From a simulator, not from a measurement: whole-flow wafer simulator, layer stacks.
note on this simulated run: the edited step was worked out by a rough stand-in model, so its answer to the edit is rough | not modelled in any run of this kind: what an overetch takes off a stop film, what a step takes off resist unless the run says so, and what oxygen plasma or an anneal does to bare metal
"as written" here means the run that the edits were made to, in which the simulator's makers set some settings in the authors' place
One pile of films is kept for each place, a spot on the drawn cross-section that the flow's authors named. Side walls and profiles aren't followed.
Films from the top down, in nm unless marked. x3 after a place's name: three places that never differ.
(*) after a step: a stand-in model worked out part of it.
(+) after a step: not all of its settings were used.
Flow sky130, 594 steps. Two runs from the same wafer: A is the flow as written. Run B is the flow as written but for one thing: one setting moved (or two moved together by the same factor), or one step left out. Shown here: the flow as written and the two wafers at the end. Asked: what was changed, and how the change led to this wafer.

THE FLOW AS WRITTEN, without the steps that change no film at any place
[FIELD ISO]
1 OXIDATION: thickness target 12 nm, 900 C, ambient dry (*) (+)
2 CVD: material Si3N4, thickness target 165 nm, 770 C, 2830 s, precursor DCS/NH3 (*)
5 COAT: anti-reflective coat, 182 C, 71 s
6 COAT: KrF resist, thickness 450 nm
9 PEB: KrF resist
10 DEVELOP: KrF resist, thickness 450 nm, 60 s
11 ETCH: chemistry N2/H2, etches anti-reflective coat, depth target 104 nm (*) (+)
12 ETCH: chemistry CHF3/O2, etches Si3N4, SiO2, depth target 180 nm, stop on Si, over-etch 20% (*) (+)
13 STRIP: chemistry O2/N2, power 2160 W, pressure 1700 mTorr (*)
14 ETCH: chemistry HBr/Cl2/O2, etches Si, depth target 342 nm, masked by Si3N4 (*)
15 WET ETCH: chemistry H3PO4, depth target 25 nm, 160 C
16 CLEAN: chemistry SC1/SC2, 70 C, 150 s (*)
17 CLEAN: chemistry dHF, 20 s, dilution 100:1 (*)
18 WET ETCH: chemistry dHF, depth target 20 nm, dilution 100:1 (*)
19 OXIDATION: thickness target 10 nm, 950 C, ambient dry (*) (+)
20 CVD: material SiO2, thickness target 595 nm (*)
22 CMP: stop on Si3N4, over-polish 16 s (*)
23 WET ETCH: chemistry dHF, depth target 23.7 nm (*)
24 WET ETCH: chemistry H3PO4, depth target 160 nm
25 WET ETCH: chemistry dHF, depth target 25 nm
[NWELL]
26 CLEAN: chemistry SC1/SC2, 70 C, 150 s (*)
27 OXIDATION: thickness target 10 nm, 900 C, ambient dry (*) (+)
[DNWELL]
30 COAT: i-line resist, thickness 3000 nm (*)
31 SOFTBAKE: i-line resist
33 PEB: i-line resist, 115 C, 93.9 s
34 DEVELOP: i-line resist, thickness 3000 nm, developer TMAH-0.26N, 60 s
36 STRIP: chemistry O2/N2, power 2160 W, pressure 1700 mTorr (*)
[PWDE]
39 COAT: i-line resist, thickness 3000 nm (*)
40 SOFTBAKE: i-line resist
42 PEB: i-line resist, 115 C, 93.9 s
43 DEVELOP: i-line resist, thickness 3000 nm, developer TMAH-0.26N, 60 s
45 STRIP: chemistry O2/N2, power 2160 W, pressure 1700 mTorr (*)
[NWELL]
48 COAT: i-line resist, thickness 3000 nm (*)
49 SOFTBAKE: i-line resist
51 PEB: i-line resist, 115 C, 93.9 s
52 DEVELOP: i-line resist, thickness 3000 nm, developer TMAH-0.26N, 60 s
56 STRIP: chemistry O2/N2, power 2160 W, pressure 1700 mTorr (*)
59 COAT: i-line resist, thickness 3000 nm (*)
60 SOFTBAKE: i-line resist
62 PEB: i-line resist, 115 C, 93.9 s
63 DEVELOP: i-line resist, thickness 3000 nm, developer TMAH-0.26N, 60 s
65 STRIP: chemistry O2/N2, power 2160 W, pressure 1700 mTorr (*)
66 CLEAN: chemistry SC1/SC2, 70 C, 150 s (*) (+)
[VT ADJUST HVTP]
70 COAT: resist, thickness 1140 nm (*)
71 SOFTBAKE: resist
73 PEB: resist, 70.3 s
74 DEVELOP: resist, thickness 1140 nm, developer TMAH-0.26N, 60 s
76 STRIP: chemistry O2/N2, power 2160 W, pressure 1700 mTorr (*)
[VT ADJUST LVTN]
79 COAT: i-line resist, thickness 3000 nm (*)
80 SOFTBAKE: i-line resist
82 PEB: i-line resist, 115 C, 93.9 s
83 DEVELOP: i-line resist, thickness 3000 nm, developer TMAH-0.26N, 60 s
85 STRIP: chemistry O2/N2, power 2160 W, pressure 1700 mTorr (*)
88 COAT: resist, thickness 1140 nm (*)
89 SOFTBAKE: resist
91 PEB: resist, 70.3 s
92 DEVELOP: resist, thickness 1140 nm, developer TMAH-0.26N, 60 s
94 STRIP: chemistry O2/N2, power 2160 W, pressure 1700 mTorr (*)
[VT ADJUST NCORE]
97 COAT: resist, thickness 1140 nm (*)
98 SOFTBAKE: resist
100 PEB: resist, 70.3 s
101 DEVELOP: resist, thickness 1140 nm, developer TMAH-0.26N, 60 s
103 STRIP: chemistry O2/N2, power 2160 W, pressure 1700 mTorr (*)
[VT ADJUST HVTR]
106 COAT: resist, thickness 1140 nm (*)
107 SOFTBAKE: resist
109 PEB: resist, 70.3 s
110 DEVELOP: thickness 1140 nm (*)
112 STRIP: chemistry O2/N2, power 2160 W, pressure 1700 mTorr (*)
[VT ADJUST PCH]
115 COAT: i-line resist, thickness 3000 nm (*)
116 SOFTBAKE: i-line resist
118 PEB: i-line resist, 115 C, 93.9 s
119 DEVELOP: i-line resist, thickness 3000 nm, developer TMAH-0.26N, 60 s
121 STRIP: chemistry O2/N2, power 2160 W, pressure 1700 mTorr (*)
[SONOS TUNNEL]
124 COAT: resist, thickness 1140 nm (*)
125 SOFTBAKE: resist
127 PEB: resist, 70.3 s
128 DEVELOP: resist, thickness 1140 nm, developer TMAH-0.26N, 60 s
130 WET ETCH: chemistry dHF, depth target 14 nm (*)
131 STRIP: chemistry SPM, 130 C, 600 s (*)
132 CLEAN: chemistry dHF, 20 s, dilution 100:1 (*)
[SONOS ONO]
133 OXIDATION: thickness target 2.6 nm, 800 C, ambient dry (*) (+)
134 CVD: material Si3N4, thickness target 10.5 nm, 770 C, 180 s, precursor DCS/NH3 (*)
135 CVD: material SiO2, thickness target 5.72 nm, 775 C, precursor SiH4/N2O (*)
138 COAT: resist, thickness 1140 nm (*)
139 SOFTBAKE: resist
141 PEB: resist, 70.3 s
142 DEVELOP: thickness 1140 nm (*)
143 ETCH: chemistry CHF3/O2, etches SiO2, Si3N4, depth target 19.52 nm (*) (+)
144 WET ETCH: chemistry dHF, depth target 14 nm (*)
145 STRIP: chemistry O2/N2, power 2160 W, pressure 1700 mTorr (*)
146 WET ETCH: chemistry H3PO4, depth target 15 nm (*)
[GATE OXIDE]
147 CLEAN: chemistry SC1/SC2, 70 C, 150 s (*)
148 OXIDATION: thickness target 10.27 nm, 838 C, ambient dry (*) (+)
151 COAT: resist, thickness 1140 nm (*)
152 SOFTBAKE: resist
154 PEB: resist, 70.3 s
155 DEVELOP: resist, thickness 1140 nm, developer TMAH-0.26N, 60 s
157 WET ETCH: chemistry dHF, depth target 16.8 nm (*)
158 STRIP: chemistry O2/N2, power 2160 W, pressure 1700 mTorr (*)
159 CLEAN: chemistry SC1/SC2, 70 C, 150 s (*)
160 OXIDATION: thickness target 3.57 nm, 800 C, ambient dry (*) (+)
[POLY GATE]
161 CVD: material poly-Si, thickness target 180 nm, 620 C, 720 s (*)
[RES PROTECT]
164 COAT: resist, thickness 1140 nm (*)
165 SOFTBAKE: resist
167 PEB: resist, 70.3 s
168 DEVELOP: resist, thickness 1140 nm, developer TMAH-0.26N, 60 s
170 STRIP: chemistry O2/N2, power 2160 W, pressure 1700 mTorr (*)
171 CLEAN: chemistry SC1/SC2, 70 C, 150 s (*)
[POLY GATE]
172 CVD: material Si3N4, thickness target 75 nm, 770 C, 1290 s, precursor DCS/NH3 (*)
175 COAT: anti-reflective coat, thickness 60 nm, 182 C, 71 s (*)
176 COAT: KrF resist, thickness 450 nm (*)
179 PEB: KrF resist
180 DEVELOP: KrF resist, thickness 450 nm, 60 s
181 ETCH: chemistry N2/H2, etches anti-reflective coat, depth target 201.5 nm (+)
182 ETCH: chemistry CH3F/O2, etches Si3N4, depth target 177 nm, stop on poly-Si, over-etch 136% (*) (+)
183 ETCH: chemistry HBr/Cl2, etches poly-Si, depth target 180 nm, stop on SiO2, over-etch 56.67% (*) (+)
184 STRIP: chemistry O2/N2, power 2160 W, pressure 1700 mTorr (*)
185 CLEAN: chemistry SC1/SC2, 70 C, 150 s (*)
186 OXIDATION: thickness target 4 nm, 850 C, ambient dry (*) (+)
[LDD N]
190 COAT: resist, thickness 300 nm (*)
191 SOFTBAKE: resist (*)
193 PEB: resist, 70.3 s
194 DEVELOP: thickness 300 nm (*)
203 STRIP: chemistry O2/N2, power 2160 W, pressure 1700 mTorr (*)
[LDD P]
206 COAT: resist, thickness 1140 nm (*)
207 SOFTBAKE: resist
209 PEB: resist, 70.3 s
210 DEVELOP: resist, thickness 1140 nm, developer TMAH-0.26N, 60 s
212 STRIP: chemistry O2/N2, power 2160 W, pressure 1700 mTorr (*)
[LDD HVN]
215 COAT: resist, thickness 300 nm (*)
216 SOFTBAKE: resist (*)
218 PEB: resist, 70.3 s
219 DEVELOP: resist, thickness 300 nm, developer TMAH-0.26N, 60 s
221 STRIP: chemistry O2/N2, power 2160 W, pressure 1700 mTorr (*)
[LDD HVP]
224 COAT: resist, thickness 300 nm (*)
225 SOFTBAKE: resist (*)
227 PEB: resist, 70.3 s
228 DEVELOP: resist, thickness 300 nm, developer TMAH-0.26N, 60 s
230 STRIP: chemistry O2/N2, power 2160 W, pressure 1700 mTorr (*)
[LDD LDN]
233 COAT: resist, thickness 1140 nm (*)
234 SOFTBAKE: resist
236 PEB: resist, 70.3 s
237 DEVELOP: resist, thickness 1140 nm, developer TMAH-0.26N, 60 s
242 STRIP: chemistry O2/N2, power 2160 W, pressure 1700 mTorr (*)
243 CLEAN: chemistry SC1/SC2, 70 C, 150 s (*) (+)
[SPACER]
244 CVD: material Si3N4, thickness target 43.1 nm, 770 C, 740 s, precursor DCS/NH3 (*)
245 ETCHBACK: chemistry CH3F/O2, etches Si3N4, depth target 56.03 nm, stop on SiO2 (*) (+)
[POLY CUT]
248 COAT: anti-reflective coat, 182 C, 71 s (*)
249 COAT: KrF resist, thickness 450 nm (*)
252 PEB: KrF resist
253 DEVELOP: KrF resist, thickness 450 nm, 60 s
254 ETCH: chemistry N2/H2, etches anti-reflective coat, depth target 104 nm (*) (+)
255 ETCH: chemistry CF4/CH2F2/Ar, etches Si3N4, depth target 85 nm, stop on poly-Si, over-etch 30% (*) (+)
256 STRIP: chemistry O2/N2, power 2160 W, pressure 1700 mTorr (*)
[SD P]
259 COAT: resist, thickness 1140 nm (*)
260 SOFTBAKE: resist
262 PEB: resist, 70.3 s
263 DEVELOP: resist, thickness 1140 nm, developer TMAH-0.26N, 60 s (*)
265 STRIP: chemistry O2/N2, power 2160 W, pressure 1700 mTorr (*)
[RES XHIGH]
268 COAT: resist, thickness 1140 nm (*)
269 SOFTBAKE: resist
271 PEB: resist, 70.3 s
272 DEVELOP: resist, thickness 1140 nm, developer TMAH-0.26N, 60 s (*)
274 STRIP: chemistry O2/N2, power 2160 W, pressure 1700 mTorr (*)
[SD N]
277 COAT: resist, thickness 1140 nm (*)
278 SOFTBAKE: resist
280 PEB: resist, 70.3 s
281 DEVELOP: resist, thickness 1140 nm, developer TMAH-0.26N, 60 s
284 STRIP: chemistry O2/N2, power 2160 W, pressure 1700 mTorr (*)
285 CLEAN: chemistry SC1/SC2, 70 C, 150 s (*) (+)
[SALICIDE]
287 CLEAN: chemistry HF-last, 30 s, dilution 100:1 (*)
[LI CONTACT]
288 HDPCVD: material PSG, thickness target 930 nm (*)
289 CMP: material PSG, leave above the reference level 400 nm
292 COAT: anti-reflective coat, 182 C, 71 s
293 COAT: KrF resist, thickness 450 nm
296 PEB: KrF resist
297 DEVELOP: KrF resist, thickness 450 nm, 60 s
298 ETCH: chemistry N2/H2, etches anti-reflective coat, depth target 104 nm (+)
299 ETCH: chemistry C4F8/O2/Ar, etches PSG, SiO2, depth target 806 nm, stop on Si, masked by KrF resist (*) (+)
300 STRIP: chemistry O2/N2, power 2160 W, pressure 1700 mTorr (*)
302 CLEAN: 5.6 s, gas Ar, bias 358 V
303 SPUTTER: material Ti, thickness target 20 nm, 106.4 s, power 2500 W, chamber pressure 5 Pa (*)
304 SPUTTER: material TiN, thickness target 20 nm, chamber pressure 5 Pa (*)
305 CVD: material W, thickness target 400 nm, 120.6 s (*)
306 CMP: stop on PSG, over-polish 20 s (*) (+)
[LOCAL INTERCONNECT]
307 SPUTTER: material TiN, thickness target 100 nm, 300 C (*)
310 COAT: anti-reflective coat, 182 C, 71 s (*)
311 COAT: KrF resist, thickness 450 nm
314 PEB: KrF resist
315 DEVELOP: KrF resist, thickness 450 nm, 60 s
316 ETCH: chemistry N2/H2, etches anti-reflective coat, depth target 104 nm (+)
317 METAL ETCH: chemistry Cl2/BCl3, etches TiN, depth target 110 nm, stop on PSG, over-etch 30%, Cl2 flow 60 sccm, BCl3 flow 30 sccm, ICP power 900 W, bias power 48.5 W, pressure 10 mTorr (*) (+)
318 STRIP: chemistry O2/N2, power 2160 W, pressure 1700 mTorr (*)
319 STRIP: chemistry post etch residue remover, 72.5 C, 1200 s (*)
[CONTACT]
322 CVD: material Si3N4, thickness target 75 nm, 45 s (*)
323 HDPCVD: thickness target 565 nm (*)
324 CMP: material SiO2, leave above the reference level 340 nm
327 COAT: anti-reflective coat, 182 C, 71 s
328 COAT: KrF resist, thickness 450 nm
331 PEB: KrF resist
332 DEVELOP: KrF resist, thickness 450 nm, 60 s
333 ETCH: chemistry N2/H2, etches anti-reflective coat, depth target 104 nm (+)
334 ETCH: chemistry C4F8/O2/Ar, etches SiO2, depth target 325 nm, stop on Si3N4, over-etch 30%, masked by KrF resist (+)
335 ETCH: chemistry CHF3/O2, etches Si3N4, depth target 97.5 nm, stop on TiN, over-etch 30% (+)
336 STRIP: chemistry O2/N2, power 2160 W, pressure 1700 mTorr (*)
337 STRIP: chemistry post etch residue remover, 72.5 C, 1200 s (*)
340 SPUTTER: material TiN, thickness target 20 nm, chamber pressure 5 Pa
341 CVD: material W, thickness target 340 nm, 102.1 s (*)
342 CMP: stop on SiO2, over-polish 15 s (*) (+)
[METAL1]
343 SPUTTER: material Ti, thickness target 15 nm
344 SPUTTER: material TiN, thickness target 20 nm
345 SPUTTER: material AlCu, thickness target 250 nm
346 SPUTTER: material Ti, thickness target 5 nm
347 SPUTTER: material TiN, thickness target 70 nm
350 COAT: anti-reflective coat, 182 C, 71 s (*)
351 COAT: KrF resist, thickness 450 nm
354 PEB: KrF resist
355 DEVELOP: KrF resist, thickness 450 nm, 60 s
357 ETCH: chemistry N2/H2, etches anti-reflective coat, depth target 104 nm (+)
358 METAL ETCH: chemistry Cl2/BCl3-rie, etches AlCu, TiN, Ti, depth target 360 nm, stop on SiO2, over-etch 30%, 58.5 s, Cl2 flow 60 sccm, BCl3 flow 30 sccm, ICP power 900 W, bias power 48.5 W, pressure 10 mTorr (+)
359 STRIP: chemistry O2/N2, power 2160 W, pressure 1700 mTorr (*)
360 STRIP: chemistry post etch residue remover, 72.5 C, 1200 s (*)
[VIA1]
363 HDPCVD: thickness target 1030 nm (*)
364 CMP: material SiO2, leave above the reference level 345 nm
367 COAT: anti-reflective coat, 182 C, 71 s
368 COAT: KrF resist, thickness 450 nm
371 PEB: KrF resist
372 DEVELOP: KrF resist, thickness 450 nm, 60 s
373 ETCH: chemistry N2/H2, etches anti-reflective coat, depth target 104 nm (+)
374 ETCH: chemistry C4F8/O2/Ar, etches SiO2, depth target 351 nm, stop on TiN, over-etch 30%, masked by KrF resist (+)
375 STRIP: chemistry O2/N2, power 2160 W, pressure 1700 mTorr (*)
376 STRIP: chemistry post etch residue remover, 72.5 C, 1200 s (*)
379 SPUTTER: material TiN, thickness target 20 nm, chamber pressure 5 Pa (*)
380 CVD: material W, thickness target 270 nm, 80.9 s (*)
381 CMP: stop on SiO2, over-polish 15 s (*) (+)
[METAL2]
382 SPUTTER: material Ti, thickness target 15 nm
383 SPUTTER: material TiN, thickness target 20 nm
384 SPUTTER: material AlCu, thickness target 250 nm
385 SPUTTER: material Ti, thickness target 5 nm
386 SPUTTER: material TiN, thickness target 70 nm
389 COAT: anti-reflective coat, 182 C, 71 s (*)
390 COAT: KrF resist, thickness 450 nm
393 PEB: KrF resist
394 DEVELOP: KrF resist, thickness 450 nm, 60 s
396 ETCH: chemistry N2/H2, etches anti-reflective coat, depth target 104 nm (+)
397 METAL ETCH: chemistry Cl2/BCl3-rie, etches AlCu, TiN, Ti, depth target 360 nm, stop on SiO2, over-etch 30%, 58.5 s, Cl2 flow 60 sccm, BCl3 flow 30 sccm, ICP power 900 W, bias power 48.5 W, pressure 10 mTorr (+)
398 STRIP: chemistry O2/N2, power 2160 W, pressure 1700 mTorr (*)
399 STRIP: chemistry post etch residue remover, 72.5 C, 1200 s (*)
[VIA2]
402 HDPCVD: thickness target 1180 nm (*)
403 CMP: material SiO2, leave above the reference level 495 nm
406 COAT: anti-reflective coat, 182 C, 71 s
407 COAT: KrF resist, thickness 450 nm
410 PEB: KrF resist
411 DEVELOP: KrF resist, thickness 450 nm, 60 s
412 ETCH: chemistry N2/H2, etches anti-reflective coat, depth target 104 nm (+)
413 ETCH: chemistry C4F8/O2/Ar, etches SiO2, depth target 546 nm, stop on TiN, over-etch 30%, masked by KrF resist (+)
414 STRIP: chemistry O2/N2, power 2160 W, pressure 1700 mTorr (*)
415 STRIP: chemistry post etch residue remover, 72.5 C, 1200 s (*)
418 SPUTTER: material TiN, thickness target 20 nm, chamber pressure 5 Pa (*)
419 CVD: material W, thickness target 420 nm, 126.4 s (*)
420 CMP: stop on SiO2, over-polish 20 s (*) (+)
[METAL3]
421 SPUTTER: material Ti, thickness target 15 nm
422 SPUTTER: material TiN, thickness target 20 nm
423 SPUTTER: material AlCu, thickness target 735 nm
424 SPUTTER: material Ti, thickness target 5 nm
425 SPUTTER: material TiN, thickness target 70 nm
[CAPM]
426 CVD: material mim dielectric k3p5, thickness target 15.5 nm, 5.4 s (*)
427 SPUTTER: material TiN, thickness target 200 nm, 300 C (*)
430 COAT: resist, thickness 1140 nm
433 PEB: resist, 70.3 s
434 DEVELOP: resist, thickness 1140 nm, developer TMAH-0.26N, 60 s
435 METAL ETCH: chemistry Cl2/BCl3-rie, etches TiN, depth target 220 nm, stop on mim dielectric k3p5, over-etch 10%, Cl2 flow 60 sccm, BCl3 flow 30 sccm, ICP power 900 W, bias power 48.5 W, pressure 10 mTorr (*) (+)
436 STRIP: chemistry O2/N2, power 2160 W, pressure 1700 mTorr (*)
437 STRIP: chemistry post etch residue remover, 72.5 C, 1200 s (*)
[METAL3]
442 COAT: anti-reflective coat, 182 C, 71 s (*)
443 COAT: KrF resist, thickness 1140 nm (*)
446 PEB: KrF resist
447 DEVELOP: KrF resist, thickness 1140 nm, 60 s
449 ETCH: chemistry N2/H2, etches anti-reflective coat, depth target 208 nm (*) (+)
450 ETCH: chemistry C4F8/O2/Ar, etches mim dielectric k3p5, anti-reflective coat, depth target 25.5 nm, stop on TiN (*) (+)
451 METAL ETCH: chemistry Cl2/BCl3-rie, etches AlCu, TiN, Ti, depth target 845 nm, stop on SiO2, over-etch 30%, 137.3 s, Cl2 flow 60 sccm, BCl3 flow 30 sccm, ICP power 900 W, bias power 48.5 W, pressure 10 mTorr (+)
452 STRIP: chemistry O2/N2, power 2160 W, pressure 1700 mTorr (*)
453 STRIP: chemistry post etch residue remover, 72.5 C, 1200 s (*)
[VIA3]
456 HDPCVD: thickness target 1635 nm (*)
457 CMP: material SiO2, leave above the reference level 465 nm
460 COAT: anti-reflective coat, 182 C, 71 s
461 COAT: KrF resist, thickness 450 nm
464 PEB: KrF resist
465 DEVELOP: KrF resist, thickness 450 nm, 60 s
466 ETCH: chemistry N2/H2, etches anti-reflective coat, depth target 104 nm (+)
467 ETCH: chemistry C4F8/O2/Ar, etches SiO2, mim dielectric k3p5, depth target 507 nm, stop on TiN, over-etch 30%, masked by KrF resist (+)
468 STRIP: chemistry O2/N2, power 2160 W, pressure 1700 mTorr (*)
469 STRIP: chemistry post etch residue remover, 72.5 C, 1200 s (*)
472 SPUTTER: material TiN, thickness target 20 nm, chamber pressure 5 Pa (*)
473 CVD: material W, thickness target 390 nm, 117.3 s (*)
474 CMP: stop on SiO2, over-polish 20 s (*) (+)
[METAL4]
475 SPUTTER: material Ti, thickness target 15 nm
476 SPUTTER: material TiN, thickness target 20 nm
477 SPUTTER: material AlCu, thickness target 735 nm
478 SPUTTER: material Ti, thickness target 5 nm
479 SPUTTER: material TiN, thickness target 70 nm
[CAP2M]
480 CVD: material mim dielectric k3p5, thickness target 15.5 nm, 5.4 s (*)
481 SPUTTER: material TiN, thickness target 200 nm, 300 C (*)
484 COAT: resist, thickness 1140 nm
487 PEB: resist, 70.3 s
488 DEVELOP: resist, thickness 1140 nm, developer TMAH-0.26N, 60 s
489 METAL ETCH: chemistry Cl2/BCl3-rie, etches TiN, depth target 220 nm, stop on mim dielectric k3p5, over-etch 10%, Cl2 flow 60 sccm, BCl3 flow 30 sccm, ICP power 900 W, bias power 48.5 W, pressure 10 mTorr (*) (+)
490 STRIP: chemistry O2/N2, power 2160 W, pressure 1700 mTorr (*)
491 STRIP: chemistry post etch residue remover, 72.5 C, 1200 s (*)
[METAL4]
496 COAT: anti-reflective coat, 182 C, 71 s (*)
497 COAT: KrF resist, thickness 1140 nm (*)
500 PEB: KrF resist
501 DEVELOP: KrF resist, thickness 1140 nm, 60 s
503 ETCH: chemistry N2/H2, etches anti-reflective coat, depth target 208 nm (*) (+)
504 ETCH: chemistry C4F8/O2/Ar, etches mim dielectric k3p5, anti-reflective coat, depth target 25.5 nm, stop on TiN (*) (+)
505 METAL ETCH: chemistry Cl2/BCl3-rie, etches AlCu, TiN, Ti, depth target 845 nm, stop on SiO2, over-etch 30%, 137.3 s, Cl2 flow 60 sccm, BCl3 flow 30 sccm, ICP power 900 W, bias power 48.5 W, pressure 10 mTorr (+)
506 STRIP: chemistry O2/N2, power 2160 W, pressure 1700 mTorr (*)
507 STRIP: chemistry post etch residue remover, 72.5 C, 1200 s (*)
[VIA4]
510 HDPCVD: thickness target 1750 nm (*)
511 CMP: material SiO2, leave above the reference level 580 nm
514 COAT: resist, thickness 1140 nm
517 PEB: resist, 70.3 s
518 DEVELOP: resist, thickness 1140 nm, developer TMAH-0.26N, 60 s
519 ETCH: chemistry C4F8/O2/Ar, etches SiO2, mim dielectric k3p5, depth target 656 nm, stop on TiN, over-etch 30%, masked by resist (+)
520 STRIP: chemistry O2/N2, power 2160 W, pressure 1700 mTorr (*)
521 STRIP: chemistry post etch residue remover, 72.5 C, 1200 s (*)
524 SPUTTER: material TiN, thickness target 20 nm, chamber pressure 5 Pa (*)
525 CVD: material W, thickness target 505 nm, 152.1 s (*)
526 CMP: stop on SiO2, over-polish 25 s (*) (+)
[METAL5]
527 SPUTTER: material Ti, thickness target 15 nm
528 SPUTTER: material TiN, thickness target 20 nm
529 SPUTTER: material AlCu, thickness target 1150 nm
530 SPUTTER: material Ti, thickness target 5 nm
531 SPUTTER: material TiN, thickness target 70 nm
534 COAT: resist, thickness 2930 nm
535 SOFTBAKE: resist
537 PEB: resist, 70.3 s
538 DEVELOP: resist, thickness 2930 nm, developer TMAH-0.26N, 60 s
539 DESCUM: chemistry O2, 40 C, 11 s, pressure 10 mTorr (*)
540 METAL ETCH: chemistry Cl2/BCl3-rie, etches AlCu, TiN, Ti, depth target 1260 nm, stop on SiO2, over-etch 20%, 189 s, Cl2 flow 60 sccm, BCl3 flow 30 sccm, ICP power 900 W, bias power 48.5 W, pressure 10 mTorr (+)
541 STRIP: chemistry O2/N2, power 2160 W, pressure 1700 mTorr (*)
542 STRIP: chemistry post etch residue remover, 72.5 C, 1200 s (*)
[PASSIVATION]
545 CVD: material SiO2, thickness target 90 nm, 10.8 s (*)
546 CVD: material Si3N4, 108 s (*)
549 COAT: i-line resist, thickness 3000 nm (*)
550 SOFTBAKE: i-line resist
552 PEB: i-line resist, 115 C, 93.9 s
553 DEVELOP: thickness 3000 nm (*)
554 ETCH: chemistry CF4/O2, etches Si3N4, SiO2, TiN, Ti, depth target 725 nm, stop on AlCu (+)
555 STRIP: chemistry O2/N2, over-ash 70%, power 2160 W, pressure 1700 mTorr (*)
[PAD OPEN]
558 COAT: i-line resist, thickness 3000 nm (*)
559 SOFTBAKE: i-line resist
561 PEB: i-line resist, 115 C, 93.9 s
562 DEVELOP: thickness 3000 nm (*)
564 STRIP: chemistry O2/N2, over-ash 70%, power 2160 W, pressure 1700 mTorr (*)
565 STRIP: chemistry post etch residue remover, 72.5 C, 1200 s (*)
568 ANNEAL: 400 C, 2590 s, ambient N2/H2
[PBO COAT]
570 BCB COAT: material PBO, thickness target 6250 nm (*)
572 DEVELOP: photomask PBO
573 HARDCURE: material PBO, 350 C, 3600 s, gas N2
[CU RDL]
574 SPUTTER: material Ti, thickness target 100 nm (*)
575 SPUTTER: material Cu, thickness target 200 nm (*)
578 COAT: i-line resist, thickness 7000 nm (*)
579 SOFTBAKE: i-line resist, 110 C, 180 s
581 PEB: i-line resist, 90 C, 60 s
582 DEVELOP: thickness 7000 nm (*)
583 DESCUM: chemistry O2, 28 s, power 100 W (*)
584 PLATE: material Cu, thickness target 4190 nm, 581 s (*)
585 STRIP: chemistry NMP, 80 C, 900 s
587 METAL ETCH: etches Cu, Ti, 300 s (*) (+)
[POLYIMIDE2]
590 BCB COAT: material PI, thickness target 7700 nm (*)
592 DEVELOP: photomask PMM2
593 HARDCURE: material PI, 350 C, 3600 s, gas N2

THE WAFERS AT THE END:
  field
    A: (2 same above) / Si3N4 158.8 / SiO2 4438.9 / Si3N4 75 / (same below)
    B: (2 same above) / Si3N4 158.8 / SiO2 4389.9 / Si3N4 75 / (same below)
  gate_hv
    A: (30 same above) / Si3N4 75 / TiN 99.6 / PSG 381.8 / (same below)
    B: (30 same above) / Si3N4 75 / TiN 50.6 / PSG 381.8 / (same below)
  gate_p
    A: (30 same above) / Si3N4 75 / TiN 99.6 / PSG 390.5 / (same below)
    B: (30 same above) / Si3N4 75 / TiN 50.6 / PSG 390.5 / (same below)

The cause: step 307, SPUTTER: thickness target 51 nm was run, where the flow has thickness target 100 nm.

How the change led to this, step by step:
  307 SPUTTER: material TiN, thickness target 100 nm, 300 C (*)
      field, active, n_well and 188 more: A TiN +100 (new film) | B TiN +51 (new film)
  317 METAL ETCH: chemistry Cl2/BCl3, etches TiN, depth target 110 nm, stop on PSG, over-etch 30%, Cl2 flow 60 sccm, BCl3 flow 30 sccm, ICP power 900 W, bias power 48.5 W, pressure 10 mTorr (*) (+)
      n_well, p_well, gate_hv and 97 more: A KrF resist -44 | B KrF resist -25.8
      field, active, gate and 88 more: A TiN -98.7 (all of it) | B TiN -49.7 (all of it)
  318 STRIP: chemistry O2/N2, power 2160 W, pressure 1700 mTorr (*)
      n_well, p_well, gate_hv and 93 more: A KrF resist -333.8 (all of it), anti-reflective coat -80 (all of it) | B KrF resist -352 (all of it), anti-reflective coat -80 (all of it)
      poly_licon, ndiff_licon_cpp, rpo_hd_licon: A KrF resist -333.9 (all of it), anti-reflective coat -80.5 (all of it) | B KrF resist -352 (all of it), anti-reflective coat -80.5 (all of it)
      (and at 1 more place)
  324 CMP: material SiO2, leave above the reference level 340 nm
      field, active, gate and 88 more: A SiO2 -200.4 | B SiO2 -249.4
